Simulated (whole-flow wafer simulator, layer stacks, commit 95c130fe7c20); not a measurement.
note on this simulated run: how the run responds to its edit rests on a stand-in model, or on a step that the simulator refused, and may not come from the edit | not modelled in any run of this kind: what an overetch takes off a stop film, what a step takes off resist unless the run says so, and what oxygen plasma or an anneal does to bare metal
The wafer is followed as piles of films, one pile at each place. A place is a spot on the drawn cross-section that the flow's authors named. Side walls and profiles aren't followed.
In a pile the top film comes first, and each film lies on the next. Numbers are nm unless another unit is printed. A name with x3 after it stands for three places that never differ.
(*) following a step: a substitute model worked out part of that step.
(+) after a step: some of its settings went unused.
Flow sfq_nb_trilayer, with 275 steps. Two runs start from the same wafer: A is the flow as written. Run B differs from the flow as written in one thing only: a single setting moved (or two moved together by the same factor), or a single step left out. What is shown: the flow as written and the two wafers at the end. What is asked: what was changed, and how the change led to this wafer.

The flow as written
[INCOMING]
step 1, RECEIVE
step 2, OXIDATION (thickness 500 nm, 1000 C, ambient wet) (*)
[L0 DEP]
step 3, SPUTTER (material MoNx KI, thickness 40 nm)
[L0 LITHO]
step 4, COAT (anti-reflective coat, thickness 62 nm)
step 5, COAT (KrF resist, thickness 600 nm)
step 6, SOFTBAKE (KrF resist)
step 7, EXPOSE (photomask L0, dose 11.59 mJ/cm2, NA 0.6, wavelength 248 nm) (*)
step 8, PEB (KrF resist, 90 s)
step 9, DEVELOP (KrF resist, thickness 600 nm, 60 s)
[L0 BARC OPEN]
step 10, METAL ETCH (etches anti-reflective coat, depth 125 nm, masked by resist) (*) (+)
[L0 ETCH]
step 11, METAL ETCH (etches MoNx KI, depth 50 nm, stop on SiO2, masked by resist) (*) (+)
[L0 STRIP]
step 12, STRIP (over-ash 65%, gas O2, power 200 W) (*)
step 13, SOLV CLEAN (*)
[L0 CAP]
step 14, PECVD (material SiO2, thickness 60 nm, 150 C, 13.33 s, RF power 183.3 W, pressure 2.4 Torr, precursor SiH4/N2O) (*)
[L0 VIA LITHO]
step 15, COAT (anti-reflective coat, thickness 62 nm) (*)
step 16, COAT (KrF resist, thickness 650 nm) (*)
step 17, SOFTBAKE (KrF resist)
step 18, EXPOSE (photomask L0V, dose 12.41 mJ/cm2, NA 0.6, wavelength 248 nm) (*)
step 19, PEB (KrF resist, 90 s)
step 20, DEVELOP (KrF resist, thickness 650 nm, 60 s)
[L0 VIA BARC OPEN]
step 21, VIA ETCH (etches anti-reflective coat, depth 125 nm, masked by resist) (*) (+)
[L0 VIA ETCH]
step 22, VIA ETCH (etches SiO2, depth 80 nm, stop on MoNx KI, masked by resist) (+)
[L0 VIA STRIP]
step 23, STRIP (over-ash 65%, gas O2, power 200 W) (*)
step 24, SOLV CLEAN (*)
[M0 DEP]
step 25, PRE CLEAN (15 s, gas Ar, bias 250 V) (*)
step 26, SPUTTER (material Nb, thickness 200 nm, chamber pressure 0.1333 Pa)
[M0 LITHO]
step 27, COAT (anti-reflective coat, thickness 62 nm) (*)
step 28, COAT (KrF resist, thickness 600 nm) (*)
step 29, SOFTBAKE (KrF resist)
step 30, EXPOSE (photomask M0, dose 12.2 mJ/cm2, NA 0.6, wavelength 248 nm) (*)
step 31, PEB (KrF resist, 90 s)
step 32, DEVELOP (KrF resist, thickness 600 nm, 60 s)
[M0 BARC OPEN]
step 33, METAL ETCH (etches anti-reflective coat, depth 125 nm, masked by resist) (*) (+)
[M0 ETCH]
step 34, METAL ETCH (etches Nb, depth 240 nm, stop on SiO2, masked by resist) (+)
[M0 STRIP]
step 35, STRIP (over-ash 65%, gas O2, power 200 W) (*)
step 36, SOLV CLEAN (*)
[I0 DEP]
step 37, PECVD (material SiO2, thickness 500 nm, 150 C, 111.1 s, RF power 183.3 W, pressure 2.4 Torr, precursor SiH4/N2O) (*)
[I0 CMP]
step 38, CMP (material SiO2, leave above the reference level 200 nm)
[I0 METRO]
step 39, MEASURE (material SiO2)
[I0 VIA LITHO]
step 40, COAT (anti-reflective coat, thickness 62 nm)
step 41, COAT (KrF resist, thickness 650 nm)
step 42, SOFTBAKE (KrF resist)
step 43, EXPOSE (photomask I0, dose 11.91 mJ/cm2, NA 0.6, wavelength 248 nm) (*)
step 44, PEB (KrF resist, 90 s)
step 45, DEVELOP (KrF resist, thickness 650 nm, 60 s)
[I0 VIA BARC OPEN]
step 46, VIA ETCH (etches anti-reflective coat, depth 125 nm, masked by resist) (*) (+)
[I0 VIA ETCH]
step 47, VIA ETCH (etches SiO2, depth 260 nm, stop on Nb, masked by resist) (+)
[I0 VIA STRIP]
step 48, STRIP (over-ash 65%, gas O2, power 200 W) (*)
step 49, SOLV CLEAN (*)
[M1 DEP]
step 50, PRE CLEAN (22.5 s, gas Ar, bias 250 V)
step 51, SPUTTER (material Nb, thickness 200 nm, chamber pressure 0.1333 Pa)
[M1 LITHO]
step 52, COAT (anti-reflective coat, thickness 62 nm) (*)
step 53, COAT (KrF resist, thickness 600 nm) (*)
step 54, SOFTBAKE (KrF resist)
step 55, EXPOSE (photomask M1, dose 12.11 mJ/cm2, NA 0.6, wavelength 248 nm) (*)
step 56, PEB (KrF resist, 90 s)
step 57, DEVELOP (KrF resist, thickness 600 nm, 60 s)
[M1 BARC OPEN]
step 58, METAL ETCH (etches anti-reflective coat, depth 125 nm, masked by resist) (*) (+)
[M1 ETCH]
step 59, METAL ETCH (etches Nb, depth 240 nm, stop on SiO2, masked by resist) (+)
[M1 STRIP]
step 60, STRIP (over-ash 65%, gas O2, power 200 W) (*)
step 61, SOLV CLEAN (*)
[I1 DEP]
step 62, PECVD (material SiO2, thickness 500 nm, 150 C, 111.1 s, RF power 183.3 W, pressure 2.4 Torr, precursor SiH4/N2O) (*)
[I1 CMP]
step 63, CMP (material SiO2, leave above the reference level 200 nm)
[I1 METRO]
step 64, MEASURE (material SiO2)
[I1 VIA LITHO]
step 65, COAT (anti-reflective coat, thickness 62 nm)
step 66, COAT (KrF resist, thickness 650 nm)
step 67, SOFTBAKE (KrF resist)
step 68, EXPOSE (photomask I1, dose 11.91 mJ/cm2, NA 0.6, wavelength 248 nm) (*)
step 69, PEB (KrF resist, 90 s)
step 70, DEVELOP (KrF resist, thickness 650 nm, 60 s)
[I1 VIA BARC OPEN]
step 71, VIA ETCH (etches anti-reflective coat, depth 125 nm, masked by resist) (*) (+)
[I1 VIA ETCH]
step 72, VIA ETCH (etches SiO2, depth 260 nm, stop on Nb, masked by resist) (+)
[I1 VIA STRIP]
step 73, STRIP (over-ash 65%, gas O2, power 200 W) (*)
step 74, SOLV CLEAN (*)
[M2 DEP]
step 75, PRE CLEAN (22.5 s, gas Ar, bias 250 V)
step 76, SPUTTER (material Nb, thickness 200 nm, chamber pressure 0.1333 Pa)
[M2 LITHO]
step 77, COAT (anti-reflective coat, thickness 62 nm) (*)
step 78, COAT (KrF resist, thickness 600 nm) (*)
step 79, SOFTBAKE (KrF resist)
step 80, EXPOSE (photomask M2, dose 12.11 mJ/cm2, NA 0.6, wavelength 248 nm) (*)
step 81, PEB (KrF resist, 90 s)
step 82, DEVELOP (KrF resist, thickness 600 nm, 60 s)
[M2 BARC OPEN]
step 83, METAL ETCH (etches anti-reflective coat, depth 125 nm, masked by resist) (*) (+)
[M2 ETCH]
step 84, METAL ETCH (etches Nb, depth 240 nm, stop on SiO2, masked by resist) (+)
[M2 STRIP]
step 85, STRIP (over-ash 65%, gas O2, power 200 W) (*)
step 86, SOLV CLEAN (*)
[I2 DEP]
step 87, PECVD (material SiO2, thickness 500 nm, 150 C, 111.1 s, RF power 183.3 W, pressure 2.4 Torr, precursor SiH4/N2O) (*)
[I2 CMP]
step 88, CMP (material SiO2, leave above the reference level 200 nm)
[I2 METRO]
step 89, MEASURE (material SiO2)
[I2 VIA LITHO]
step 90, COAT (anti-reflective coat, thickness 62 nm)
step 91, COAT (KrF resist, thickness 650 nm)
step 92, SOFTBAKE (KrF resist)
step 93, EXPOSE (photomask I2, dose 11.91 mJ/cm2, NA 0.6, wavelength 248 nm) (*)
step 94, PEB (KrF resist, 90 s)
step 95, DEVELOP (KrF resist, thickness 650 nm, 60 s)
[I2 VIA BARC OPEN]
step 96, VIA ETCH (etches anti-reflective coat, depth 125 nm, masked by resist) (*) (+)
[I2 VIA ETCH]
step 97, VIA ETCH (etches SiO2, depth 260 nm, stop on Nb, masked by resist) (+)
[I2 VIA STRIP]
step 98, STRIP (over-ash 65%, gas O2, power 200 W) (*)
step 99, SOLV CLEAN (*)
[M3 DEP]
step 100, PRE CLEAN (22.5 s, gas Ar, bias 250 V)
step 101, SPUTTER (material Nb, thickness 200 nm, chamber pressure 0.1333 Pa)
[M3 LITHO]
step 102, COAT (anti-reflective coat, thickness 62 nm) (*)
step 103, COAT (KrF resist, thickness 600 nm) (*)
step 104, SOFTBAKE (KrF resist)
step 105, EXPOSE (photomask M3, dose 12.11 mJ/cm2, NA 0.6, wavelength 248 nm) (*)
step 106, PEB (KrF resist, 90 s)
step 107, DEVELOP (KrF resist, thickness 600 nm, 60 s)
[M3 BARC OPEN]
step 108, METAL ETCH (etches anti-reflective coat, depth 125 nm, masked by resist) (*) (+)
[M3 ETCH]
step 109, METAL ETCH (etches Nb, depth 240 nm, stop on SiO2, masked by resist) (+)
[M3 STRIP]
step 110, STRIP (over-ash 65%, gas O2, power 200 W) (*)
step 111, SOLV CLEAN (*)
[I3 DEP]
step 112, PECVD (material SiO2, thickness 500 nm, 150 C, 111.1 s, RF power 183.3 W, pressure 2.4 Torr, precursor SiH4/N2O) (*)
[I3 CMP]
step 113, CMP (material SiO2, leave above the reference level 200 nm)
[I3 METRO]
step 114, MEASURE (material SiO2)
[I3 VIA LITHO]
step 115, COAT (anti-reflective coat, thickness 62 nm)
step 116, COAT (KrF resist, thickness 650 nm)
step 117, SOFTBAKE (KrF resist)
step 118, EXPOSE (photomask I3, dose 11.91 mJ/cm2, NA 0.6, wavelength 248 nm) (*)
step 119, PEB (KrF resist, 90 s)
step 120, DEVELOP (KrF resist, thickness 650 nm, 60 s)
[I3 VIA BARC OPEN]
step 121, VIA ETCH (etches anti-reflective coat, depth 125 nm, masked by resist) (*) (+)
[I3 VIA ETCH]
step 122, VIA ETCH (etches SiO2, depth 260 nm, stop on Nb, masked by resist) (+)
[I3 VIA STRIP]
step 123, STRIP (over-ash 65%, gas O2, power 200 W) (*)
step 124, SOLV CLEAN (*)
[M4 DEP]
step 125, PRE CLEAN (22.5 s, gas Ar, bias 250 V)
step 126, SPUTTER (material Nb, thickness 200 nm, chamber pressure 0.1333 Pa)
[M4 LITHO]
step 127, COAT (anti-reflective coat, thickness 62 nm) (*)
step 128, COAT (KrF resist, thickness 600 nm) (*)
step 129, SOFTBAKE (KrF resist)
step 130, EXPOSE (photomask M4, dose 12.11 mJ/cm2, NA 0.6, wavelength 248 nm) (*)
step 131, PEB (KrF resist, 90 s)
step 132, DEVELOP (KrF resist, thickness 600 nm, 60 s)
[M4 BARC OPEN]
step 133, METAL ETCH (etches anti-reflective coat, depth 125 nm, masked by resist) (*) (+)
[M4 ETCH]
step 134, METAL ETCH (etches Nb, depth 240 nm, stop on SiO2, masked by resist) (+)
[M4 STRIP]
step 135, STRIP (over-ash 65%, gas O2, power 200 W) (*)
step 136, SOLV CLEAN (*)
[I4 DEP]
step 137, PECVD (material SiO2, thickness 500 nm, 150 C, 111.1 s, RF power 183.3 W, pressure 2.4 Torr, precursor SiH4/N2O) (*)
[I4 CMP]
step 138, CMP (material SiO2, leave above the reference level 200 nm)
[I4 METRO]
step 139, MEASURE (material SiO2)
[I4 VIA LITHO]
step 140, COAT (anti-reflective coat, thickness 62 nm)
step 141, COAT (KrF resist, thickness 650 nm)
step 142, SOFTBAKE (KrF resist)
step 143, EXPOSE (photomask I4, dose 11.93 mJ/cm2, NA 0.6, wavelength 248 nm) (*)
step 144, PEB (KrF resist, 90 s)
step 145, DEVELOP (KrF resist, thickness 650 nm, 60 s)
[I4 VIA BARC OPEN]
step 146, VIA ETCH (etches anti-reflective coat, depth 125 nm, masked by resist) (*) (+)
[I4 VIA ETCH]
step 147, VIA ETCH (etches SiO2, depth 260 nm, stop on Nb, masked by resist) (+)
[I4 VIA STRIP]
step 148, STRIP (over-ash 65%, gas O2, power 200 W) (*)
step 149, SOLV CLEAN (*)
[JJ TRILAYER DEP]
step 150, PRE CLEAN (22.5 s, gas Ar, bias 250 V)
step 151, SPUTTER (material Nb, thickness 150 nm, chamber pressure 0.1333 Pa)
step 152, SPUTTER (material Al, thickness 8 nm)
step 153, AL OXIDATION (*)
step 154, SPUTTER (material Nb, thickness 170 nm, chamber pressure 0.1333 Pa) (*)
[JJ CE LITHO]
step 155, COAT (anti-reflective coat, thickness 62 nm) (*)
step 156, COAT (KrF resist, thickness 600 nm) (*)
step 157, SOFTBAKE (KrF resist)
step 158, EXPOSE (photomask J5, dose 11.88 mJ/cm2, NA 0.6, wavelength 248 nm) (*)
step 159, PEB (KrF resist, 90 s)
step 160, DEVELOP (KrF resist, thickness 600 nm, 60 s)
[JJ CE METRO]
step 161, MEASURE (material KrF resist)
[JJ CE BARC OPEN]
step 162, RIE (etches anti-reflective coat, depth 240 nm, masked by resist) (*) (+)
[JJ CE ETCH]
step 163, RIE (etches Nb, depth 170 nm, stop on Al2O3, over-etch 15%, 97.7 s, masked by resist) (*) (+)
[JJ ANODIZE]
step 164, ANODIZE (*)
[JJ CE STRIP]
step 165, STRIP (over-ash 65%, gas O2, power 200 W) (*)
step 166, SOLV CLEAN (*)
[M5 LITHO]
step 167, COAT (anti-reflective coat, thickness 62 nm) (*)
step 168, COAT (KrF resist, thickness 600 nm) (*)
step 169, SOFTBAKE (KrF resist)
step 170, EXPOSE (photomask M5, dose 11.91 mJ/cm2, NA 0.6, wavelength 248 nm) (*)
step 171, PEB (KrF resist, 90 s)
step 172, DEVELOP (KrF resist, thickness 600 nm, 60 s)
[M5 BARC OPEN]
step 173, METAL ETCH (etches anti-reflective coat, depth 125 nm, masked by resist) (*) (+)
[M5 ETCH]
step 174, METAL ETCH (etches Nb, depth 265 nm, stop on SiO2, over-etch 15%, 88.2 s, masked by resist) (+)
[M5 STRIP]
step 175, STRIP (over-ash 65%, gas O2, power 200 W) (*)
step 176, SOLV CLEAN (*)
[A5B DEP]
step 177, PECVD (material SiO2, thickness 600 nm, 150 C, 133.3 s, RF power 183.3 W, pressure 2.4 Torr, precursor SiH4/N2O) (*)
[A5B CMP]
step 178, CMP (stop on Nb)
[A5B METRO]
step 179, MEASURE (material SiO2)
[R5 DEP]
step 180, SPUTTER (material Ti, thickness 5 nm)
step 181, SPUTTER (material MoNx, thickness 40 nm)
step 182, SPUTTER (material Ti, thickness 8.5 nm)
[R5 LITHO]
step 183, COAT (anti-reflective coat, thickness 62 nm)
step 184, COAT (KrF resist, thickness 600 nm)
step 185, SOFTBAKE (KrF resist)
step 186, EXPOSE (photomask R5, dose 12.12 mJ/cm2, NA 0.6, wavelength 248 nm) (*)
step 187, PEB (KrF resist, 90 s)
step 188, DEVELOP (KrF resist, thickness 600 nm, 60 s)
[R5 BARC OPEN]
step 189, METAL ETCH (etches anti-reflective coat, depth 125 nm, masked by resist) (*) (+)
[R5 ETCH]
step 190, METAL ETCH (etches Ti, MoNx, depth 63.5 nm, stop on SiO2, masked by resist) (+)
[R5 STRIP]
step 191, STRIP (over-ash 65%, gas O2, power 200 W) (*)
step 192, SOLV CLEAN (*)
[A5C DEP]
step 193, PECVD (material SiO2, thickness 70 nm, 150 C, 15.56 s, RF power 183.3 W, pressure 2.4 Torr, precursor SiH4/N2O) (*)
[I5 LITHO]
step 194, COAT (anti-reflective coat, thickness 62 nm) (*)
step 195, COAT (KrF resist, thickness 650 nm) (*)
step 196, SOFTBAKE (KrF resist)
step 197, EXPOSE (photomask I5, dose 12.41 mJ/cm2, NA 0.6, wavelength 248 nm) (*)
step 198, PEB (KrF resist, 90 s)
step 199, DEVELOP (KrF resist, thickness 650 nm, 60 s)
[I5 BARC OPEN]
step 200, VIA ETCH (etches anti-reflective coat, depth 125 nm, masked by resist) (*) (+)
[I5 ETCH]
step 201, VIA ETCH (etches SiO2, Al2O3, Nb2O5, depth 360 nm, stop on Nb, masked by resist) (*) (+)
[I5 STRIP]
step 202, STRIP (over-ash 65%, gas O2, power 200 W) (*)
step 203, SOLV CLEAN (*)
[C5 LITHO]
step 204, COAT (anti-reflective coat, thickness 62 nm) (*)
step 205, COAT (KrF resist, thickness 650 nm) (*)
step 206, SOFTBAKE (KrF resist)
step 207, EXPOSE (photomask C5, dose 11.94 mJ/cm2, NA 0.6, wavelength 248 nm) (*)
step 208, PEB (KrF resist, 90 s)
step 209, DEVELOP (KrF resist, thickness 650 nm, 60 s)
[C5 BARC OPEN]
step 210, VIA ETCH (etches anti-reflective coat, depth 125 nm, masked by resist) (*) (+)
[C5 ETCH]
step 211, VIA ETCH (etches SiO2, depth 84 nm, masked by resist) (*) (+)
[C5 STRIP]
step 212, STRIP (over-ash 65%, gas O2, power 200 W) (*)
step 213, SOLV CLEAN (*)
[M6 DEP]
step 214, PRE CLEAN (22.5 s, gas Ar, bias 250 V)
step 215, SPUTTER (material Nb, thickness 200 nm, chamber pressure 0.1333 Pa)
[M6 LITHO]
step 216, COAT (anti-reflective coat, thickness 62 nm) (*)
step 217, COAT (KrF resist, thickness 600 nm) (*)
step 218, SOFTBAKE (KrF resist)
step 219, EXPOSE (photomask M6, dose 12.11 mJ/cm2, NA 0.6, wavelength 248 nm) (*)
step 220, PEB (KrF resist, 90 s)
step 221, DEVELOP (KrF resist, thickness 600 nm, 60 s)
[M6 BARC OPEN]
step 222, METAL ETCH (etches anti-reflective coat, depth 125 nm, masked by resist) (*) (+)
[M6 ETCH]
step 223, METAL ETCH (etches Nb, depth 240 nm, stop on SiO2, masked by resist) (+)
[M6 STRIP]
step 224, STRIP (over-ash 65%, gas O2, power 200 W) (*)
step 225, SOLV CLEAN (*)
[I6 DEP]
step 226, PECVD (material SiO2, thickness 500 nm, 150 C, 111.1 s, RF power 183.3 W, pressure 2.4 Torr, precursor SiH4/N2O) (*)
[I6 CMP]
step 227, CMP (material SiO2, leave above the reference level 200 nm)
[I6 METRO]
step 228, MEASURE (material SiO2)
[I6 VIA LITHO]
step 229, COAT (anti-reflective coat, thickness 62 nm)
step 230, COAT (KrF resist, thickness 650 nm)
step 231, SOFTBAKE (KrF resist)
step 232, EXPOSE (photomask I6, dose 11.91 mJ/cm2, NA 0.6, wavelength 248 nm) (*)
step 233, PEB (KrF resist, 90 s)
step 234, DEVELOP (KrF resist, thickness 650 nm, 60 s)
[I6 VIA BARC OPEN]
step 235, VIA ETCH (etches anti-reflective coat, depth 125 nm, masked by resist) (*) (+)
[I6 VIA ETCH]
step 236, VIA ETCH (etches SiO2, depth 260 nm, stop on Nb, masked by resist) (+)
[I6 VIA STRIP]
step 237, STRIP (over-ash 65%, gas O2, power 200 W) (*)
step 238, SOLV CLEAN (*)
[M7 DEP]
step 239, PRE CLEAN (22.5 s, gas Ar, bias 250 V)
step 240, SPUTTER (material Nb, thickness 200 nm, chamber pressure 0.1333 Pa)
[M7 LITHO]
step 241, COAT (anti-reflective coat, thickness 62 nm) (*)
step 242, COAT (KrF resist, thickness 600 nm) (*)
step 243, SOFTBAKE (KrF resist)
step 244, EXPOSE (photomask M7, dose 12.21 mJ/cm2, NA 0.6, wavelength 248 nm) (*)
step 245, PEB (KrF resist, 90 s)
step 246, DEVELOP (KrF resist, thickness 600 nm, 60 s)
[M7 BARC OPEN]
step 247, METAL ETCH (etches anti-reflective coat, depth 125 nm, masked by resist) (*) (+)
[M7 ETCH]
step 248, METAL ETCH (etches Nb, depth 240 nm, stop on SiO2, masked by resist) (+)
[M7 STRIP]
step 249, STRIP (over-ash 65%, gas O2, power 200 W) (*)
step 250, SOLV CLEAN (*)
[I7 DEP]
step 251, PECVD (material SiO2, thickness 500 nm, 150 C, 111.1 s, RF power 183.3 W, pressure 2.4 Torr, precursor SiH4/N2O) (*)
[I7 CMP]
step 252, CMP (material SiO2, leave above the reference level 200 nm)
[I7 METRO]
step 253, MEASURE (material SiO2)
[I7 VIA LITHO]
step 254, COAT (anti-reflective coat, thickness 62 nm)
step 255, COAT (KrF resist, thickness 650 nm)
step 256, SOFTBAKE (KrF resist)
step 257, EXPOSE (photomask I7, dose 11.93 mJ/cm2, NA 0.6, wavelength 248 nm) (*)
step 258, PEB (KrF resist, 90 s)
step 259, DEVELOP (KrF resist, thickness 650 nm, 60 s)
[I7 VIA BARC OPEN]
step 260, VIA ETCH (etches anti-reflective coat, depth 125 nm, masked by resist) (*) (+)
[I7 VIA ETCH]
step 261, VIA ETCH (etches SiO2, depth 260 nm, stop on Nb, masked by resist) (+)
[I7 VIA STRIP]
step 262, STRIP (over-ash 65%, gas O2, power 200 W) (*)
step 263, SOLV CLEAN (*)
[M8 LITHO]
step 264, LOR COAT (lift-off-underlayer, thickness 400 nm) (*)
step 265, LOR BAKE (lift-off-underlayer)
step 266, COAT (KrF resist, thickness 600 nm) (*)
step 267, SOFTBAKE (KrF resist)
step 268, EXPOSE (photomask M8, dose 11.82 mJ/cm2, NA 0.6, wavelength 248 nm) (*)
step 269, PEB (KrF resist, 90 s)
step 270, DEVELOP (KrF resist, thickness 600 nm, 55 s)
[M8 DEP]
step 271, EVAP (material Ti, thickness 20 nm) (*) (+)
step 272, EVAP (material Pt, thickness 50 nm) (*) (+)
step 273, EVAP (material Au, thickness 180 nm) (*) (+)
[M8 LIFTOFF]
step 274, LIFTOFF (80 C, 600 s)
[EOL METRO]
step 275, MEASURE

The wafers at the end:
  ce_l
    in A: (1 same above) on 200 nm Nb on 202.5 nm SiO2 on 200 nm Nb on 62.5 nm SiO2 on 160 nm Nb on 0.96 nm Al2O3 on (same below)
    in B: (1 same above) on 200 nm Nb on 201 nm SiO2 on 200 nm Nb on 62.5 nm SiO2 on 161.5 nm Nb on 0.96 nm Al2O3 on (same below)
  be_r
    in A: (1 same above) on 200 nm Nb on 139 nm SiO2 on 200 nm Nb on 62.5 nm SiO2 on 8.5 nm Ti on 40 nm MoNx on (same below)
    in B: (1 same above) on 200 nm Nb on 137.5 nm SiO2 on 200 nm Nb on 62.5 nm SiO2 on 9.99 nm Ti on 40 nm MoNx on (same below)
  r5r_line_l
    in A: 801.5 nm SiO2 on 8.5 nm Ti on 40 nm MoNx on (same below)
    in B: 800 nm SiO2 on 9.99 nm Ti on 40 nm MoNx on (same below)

The reason: step 182, SPUTTER: thickness 9.99 nm was run, though the flow has thickness 8.5 nm.
The wafer lets one read it off: be_r has Ti 9.99, and step 182 as written asks for 8.5 nm.

The path from the change to this, step by step:
  step 182, SPUTTER (material Ti, thickness 8.5 nm)
      field_l, v_sur, via_wl and 103 more: A +8.5 Ti (new film) | B +9.99 Ti (new film)
  step 190, METAL ETCH (etches Ti, MoNx, depth 63.5 nm, stop on SiO2, masked by resist) (+)
      field_l, v_sur, via_wl and 92 more: A -8.5 Ti (all of it), -40 MoNx (all of it), -5 Ti (all of it) | B -9.99 Ti (all of it), -40 MoNx (all of it), -5 Ti (all of it)
      ce_l, c5j, ce_r, wl_jj: A -8.5 Ti (all of it), -40 MoNx (all of it), -5 Ti (all of it), -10 Nb | B -9.99 Ti (all of it), -40 MoNx (all of it), -5 Ti (all of it), -8.51 Nb
